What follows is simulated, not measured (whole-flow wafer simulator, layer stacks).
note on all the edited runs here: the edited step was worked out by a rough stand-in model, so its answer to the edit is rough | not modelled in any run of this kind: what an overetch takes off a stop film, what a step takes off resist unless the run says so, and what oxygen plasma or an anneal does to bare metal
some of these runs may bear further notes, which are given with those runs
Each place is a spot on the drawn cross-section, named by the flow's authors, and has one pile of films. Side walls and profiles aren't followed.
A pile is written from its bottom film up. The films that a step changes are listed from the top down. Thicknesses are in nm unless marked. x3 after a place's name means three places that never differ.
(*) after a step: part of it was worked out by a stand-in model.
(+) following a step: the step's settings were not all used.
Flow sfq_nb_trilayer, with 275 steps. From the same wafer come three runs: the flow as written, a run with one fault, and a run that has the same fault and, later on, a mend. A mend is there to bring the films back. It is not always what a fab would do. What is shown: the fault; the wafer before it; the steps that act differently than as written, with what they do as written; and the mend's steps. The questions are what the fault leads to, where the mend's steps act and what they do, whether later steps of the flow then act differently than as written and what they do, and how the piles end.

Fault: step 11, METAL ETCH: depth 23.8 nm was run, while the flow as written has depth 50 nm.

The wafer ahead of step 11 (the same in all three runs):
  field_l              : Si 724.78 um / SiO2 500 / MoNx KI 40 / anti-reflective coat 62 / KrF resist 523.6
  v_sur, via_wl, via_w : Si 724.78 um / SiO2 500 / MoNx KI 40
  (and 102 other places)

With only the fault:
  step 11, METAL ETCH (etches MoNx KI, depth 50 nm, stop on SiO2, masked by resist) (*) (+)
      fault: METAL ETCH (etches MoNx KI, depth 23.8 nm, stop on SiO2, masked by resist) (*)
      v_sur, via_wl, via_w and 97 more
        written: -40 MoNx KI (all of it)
        fault: -23.8 MoNx KI
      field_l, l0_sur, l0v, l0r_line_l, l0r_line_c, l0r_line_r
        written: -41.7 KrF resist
        fault: -19.8 KrF resist
  Later steps of the flow acting differently than as written (8 more steps, not shown, differ only slightly: by at most 2% or 0.5 nm, whichever is larger):
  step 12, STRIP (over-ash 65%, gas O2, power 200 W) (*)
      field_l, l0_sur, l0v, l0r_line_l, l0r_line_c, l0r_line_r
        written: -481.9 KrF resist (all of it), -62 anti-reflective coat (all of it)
        fault: -503.7 KrF resist (all of it), -62 anti-reflective coat (all of it)
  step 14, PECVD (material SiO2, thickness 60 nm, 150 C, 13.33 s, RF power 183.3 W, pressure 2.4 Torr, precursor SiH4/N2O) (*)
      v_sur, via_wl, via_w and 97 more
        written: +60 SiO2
        fault: +60 SiO2 (new film)
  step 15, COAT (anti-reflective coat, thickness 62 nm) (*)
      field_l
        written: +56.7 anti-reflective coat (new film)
        fault: +58.6 anti-reflective coat (new film)
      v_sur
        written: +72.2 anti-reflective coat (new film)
        fault: +68.2 anti-reflective coat (new film)
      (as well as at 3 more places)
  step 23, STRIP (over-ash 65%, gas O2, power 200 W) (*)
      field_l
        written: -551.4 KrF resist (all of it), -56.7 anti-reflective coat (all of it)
        fault: -554.9 KrF resist (all of it), -58.6 anti-reflective coat (all of it)
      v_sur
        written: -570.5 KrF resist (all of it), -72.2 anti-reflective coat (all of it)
        fault: -565.9 KrF resist (all of it), -68.2 anti-reflective coat (all of it)
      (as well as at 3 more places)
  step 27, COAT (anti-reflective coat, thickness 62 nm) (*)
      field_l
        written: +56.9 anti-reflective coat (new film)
        fault: +58.8 anti-reflective coat (new film)
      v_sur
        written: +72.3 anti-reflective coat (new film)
        fault: +68.1 anti-reflective coat (new film)
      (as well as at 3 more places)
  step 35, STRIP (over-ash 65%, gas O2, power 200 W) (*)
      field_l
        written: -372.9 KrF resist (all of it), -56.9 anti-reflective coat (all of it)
        fault: -376.7 KrF resist (all of it), -58.8 anti-reflective coat (all of it)
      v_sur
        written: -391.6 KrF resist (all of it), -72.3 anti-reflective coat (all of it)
        fault: -387.8 KrF resist (all of it), -68.1 anti-reflective coat (all of it)
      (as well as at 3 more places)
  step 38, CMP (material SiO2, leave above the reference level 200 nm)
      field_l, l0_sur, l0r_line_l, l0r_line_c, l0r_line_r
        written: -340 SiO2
        fault: -323.8 SiO2
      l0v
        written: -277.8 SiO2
        fault: -261.6 SiO2
  By the end, the piles at v_sur, via_wl, via_w and 97 more depart from the flow's by more than 2% or 0.5 nm, whichever is larger.
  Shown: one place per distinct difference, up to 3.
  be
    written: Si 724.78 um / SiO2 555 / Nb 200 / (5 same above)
    fault: Si 724.78 um / SiO2 500 / MoNx KI 16.2 / SiO2 55 / Nb 200 / (5 same above)
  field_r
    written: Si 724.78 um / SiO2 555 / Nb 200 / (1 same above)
    fault: Si 724.78 um / SiO2 500 / MoNx KI 16.2 / SiO2 55 / Nb 200 / (1 same above)
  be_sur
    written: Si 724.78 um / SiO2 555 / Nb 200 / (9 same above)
    fault: Si 724.78 um / SiO2 500 / MoNx KI 16.2 / SiO2 55 / Nb 200 / (9 same above)

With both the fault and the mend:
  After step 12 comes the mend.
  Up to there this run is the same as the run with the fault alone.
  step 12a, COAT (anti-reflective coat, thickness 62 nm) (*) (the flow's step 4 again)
      p4_fl x3, p4_w1 x9, p4_g1 x2 and 59 more
        +62 anti-reflective coat (new film)
      be, be_sur, gap and 10 more
        +63 anti-reflective coat (new film)
      via_v, wire, field_r, lsp_l, ln_m5
        +63.1 anti-reflective coat (new film)
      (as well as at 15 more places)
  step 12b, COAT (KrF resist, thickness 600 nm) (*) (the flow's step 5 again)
      p4_fl x3, p4_w1 x9, p4_g1 x2 and 59 more
        +600 KrF resist (new film)
      gap, jj_sur, ce_l and 6 more
        +604 KrF resist (new film)
      be_sur, r_end, moat
        +604.1 KrF resist (new film)
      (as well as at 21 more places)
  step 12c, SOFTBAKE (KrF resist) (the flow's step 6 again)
      leaves every film unchanged at each place that is followed
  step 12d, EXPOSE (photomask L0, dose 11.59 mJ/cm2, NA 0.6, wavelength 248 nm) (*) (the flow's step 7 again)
      leaves every film unchanged at each place that is followed
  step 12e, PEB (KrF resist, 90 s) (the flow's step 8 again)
      p4_fl x3, p4_w1 x9, p4_g1 x2 and 62 more
        -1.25 KrF resist
      via_wr, via_sp, via_v and 18 more
        -1.26 KrF resist
      v_sur, via_wl, via_w, ln_m6, lsp_r, l0r_space_c
        -1.27 KrF resist
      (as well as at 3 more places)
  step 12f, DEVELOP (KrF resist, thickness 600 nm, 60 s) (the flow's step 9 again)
      p4_fl x3, p4_w1 x9, p4_g1 x2 and 59 more
        -598.7 KrF resist (all of it)
      jj_sur, ce_l, c5j, ce_r, sp_r, be_r, r_sur
        -602.7 KrF resist (all of it)
      field_l, l0_sur, l0v, l0r_line_l, l0r_line_c, l0r_line_r
        -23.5 KrF resist
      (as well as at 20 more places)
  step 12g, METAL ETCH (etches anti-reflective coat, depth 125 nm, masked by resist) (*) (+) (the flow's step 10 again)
      p4_fl x3, p4_w1 x9, p4_g1 x2 and 59 more
        -62 anti-reflective coat (all of it)
      be, be_sur, gap and 10 more
        -63 anti-reflective coat (all of it)
      field_l, l0_sur, l0v, l0r_line_l, l0r_line_c, l0r_line_r
        -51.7 KrF resist
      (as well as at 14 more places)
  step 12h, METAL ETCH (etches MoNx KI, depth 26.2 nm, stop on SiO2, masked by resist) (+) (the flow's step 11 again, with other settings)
      v_sur, via_wl, via_w and 97 more
        -16.2 MoNx KI (all of it)
      field_l, l0_sur, l0v
        -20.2 KrF resist
      l0r_line_l, l0r_line_c, l0r_line_r
        -20.3 KrF resist
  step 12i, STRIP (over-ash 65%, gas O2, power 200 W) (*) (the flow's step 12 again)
      l0r_line_l, l0r_line_c, l0r_line_r
        -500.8 KrF resist (all of it), -60 anti-reflective coat (all of it)
      field_l
        -497.8 KrF resist (all of it), -58.5 anti-reflective coat (all of it)
      l0_sur
        -498.9 KrF resist (all of it), -56.8 anti-reflective coat (all of it)
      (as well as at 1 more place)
  None of the later steps of the flow acts differently than as written at any place that is followed.
  By the end, the piles equal the flow's at every place that both follow.
